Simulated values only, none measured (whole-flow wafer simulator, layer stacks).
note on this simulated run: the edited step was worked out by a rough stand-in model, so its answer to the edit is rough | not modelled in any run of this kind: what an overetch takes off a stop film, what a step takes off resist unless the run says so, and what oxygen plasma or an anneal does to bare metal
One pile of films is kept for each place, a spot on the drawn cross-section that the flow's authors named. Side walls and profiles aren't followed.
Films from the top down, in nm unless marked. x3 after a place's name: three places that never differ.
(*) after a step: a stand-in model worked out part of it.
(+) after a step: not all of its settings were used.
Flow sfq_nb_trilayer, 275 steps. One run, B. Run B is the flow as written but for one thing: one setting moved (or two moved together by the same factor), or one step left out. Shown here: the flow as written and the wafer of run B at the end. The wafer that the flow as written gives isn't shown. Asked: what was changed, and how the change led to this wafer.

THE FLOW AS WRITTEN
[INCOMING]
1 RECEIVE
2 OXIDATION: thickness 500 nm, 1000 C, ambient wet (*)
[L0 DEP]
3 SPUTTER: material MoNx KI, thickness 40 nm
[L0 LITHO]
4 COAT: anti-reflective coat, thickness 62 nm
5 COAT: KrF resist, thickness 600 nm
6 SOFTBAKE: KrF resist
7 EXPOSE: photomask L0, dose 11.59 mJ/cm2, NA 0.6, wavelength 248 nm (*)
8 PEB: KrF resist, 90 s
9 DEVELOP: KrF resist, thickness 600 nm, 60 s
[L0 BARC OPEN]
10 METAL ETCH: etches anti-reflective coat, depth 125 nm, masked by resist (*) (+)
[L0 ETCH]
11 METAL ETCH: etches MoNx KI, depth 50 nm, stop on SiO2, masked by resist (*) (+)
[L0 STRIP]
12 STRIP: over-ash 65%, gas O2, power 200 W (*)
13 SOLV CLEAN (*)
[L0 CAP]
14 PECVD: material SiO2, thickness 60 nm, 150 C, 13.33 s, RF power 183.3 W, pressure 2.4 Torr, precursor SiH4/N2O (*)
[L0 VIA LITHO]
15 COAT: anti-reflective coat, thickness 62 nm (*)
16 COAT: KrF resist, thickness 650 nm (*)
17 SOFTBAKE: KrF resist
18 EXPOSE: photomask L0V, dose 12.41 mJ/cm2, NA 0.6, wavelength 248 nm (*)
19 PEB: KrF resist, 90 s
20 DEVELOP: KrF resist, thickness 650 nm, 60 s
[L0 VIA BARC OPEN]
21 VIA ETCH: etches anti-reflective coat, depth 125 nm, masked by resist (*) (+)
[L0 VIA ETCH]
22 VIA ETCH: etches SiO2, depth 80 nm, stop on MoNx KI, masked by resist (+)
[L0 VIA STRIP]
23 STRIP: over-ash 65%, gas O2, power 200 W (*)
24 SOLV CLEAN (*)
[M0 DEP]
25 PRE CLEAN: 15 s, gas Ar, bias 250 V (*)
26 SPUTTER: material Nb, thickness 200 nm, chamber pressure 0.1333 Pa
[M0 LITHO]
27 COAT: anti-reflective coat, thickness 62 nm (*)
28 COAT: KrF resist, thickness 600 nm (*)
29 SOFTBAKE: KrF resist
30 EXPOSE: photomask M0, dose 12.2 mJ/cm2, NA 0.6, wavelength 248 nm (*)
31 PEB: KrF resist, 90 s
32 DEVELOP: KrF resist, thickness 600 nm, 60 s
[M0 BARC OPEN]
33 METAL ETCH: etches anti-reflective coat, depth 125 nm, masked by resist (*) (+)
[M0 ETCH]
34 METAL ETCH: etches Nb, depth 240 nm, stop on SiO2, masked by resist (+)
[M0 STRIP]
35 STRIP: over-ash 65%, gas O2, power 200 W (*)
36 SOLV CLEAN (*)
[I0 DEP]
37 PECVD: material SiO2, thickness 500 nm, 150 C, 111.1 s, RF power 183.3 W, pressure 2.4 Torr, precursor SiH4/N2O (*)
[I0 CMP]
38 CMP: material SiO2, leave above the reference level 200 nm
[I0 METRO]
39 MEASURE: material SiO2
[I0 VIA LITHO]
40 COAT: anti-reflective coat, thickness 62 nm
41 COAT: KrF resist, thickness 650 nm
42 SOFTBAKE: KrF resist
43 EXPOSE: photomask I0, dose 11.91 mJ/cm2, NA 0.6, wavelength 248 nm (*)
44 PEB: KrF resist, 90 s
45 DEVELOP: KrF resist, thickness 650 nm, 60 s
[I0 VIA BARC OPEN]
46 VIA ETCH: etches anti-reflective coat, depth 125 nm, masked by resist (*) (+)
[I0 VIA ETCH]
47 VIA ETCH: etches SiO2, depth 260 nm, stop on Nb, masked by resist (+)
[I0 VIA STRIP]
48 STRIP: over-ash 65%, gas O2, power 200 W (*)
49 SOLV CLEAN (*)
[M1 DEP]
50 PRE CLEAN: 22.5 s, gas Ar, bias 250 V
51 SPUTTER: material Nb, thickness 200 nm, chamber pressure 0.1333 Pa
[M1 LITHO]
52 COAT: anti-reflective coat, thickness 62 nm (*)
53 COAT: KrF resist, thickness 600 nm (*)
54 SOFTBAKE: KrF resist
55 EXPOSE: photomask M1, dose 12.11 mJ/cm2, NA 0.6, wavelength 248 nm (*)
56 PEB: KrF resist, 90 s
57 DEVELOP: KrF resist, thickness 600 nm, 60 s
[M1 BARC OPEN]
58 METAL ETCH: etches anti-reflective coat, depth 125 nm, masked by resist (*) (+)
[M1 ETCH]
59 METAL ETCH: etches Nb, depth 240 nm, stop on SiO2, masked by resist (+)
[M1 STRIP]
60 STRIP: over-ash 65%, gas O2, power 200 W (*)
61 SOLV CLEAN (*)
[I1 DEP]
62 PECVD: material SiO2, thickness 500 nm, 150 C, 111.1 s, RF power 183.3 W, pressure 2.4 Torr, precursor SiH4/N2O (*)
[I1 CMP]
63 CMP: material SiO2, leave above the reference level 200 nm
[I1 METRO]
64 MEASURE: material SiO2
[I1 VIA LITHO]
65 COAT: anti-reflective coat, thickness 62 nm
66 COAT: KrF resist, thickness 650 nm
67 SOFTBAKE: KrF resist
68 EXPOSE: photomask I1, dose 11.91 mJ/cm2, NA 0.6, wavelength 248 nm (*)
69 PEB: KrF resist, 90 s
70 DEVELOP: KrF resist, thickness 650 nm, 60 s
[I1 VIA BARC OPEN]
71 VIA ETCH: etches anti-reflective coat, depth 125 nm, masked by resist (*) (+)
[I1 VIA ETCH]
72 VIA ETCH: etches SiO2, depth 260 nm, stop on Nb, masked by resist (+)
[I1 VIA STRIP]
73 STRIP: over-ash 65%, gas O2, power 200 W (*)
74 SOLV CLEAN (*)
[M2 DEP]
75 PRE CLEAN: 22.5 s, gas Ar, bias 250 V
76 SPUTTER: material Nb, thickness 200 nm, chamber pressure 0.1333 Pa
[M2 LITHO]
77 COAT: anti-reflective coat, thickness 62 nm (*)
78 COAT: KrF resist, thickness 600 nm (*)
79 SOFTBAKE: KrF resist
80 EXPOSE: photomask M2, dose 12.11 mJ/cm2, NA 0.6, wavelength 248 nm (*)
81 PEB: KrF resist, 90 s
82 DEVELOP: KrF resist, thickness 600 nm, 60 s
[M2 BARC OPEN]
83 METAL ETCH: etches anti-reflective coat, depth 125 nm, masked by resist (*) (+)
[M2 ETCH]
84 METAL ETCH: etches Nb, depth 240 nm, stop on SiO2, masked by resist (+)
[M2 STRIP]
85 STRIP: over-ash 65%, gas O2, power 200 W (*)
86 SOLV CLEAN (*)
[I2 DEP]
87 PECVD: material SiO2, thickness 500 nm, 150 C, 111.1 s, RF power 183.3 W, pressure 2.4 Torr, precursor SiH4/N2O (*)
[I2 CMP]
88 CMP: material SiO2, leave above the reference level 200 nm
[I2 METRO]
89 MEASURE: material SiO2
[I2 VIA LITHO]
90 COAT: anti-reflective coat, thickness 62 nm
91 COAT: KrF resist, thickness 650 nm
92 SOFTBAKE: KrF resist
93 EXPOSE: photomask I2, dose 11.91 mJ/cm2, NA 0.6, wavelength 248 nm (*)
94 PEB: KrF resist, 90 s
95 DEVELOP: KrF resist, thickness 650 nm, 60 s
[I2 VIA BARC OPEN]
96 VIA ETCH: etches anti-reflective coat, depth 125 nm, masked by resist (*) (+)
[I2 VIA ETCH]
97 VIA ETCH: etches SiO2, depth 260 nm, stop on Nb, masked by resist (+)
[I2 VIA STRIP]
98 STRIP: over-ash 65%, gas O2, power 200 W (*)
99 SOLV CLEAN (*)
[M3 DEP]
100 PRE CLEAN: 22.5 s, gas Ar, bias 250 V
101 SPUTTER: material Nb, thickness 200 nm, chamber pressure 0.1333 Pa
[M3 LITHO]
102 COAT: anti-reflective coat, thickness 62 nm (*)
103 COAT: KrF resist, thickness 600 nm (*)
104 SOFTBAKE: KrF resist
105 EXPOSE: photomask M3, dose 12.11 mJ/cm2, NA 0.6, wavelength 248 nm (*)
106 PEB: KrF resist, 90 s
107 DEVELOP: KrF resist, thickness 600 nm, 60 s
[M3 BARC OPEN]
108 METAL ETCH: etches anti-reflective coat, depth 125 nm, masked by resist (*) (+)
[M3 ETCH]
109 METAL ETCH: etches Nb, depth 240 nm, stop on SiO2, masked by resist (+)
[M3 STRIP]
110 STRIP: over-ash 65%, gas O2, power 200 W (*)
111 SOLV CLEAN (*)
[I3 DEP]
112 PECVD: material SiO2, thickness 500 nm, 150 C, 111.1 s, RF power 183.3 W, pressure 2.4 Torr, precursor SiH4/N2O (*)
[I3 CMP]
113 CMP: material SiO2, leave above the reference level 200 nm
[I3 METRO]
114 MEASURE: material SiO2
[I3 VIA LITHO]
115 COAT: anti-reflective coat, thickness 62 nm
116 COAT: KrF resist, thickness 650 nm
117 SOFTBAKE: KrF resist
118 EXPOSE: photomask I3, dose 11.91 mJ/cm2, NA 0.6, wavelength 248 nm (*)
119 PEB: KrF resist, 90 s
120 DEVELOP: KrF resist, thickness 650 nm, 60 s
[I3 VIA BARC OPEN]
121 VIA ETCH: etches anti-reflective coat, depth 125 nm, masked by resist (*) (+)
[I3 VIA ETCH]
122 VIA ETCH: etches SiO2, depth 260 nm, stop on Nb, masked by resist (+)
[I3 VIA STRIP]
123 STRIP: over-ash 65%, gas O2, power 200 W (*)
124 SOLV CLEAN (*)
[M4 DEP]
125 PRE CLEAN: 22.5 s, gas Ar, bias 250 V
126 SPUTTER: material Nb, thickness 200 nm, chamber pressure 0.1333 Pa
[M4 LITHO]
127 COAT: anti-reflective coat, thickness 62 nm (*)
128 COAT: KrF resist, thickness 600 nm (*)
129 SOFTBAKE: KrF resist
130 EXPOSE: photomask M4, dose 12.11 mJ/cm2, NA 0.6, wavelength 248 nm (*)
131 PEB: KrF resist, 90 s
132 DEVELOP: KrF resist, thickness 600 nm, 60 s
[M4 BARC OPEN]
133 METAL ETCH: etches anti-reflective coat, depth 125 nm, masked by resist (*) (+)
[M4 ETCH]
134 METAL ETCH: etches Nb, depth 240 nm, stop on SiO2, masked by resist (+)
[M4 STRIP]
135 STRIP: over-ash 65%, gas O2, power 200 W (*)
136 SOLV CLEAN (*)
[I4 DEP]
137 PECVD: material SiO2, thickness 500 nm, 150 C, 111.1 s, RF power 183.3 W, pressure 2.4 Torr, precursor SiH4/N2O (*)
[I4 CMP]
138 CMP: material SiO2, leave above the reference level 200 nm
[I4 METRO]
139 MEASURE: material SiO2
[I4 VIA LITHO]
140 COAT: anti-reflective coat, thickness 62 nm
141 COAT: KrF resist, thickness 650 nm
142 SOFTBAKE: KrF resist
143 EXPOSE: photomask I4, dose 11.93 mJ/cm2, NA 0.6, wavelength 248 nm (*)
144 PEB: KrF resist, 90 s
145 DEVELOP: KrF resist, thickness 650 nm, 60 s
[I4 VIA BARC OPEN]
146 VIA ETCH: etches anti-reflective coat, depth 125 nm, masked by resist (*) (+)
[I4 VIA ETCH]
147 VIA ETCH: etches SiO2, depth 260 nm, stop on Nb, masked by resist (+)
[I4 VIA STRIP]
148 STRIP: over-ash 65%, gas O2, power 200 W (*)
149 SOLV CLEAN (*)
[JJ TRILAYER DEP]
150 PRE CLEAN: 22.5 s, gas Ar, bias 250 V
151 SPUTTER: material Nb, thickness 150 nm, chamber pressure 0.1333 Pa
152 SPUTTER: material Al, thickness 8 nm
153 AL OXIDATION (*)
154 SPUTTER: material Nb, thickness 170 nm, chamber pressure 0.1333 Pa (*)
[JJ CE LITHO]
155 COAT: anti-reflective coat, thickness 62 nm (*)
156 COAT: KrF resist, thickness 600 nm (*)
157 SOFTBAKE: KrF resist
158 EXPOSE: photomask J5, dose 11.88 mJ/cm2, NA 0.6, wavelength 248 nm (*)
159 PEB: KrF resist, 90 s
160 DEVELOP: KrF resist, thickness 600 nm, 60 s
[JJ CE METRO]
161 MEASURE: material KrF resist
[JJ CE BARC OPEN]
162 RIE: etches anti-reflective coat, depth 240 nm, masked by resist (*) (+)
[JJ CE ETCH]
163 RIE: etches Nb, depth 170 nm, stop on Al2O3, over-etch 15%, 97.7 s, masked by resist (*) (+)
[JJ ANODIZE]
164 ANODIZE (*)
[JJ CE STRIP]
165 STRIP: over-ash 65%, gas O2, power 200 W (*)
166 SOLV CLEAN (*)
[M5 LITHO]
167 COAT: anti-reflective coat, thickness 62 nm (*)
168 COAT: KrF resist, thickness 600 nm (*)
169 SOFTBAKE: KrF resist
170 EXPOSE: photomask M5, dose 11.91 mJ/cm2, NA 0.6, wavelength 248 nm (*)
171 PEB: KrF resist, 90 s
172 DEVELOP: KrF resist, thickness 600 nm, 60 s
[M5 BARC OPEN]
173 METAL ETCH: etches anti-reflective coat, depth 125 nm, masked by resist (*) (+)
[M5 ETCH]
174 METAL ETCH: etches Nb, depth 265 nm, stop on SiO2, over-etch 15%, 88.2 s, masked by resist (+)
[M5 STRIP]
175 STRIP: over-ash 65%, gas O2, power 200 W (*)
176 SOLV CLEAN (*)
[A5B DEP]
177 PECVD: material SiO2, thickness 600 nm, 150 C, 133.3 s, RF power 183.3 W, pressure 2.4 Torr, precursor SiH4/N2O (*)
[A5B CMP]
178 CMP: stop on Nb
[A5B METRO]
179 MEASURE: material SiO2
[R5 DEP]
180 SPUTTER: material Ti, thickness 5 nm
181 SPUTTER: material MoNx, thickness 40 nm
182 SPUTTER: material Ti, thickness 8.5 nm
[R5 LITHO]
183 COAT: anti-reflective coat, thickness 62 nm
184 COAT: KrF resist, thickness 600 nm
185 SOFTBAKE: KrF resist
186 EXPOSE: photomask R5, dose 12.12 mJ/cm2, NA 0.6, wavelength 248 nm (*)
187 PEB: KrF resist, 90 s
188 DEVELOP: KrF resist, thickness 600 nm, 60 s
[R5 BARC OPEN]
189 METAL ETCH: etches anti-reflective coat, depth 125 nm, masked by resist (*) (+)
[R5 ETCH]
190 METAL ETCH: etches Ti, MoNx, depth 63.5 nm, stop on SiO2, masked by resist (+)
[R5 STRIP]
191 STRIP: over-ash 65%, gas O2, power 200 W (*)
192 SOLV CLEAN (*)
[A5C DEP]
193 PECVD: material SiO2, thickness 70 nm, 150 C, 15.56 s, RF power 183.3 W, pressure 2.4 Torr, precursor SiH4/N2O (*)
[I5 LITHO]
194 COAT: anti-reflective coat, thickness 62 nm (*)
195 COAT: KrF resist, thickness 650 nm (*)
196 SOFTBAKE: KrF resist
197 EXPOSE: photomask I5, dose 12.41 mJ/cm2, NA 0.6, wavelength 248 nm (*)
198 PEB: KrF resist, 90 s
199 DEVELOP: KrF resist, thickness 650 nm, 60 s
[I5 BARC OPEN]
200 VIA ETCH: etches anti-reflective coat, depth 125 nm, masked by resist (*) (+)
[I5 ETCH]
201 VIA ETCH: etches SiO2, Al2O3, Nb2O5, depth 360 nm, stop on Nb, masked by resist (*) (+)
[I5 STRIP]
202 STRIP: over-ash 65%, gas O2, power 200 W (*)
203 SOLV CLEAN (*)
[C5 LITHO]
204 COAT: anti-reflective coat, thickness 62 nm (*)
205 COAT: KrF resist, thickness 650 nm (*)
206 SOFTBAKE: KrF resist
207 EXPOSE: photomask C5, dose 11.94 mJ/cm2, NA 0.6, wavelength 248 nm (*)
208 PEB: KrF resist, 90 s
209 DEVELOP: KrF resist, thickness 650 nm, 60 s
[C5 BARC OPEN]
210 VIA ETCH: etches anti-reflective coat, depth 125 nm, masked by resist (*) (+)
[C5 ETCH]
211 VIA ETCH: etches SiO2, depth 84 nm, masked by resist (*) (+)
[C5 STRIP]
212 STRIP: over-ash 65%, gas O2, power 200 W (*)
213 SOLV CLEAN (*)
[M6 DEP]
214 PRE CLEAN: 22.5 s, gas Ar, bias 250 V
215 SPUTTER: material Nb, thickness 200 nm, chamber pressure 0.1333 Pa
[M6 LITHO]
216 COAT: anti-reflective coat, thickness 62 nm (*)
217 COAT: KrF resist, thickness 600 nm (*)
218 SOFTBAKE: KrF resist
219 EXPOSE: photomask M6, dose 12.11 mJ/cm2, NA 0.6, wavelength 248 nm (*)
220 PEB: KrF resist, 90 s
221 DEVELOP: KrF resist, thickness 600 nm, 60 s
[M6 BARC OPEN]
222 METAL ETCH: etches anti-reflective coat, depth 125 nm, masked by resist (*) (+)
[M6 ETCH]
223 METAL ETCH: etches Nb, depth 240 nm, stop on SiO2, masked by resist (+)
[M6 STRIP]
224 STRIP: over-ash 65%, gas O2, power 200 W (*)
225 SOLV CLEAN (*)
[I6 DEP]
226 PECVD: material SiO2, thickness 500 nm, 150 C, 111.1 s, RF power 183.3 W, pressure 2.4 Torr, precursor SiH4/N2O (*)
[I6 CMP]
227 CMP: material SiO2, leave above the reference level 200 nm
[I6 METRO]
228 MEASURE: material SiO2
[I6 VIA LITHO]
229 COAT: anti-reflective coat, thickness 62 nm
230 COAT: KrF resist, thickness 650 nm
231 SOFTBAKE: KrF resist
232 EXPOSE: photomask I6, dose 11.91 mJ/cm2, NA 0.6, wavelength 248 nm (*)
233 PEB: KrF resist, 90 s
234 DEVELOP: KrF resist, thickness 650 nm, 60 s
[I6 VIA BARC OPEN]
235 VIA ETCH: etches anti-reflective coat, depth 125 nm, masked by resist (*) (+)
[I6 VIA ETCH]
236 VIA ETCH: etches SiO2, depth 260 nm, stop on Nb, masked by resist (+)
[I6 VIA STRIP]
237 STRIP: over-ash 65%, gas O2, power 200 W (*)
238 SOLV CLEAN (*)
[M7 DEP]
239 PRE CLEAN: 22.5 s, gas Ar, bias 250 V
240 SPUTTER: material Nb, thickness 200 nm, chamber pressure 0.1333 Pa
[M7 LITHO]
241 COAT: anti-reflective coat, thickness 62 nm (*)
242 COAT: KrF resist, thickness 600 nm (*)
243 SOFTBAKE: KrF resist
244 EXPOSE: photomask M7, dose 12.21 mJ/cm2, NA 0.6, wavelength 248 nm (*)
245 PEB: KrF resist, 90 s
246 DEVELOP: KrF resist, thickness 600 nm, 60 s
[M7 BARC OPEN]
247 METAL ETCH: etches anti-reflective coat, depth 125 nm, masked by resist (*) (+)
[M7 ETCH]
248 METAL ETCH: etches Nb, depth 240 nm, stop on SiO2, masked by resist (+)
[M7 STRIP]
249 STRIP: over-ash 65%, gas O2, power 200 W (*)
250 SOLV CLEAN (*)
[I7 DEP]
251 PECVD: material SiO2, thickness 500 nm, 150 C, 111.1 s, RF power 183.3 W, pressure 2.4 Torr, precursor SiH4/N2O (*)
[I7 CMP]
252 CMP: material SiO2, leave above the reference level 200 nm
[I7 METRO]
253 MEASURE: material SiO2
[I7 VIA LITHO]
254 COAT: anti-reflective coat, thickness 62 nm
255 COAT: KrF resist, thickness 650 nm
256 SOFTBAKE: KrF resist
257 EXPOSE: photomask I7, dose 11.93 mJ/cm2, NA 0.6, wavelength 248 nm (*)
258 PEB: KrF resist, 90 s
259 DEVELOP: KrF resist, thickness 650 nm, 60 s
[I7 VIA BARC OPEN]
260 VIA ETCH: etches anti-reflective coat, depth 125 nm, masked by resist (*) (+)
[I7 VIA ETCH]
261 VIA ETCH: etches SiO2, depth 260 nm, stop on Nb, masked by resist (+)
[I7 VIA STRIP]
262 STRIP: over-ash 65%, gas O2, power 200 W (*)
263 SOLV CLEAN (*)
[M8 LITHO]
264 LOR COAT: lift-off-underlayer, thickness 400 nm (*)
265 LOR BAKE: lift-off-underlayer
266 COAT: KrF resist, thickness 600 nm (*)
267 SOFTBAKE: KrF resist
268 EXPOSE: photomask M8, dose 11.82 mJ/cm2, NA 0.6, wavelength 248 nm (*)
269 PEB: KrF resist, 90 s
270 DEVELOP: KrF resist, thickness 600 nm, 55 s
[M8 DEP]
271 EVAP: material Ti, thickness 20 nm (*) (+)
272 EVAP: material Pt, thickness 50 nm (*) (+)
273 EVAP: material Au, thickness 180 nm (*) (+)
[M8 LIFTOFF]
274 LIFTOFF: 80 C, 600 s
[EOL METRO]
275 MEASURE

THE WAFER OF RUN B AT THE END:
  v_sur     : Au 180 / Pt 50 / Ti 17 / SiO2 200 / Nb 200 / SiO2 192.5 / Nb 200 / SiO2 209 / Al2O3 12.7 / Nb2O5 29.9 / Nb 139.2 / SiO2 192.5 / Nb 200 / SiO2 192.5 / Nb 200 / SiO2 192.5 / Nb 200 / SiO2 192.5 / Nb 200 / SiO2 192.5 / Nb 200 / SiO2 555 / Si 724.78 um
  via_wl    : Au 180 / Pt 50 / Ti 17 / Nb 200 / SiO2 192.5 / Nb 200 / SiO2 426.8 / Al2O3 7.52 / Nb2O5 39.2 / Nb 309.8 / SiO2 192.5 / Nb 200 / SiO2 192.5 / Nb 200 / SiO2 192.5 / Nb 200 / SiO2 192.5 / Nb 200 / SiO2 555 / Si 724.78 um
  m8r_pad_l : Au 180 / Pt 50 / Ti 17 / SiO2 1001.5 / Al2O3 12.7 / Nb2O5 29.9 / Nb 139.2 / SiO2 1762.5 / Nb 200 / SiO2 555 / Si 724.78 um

The cause: step 271, EVAP: thickness 17 nm was run, where the flow has thickness 20 nm.
It can be read off the wafer: v_sur has Ti 17, and step 271 as written asks for 20 nm.

How the change led to this, step by step:
  271 EVAP: material Ti, thickness 20 nm (*) (+)
      field_l, v_sur, via_wl and 103 more: Ti +17 (new film) (as written it would be: Ti +20 (new film))
  274 LIFTOFF: 80 C, 600 s
      p4_fl, p4_fm, p4_w1 and 71 more: Au -180 (all of it), Pt -50 (all of it), Ti -17 (all of it), KrF resist -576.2 (all of it), lift-off-underlayer -400 (all of it) (as written it would be: Au -180 (all of it), Pt -50 (all of it), Ti -20 (all of it), KrF resist -576.2 (all of it), lift-off-underlayer -400 (all of it))
      c5j, ce_r: Au -180 (all of it), Pt -50 (all of it), Ti -17 (all of it), KrF resist -573.3 (all of it), lift-off-underlayer -399.3 (all of it) (as written it would be: Au -180 (all of it), Pt -50 (all of it), Ti -20 (all of it), KrF resist -573.3 (all of it), lift-off-underlayer -399.3 (all of it))
      (and at 19 more places)
